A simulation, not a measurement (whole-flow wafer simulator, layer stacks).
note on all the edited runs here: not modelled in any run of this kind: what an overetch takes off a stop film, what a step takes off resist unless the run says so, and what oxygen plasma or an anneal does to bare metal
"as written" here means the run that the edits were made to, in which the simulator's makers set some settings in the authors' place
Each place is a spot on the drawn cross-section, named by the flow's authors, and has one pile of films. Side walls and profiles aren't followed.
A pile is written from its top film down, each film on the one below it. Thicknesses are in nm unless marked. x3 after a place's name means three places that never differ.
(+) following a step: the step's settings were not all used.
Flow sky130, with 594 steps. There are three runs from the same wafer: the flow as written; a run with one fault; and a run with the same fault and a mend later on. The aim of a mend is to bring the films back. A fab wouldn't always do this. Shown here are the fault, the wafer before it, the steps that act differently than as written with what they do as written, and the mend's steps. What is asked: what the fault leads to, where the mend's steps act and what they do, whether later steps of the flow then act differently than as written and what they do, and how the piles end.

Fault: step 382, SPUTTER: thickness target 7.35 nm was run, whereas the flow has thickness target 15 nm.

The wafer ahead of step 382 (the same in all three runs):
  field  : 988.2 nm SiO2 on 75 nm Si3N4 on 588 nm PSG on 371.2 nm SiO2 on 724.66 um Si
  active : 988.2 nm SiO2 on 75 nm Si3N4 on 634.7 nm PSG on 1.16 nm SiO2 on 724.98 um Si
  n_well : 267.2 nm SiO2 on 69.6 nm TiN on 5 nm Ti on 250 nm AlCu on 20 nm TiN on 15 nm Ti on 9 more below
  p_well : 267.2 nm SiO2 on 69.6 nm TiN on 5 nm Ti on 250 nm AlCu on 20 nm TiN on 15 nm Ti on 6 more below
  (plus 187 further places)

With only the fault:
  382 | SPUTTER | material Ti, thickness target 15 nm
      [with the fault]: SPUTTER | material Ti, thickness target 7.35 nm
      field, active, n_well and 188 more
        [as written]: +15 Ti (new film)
        [with the fault]: +7.35 Ti (new film)
  Steps further on in the flow that do not act as written (18 more steps, not shown, differ only slightly: by at most 2% or 0.5 nm, whichever is larger):
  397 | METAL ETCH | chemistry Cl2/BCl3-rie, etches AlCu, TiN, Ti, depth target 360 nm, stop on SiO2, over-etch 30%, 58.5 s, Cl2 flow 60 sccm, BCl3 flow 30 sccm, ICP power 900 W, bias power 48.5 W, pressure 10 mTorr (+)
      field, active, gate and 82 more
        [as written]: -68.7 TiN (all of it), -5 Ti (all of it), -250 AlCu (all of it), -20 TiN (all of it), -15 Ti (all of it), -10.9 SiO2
        [with the fault]: -68.7 TiN (all of it), -5 Ti (all of it), -250 AlCu (all of it), -20 TiN (all of it), -7.35 Ti (all of it), -11.7 SiO2
  At n_well, p_well, gate_hv and 103 more, the piles at the end differ from the flow's by more than 2% or 0.5 nm, whichever is larger.
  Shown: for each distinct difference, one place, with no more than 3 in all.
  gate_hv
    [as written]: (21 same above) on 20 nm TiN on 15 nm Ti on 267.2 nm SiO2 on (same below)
    [with the fault]: (21 same above) on 20 nm TiN on 7.35 nm Ti on 267.2 nm SiO2 on (same below)
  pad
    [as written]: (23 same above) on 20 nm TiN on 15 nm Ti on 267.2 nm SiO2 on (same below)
    [with the fault]: (23 same above) on 20 nm TiN on 7.35 nm Ti on 267.2 nm SiO2 on (same below)
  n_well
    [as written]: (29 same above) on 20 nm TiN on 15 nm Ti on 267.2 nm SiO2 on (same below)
    [with the fault]: (29 same above) on 20 nm TiN on 7.35 nm Ti on 267.2 nm SiO2 on (same below)

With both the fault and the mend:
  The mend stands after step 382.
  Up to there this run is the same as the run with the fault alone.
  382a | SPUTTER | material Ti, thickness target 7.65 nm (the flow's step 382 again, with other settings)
      field, active, n_well and 188 more
        +7.65 Ti
  None of the later steps of the flow acts differently than as written at any place that is followed.
  By the end, the piles equal the flow's at every place that both follow.
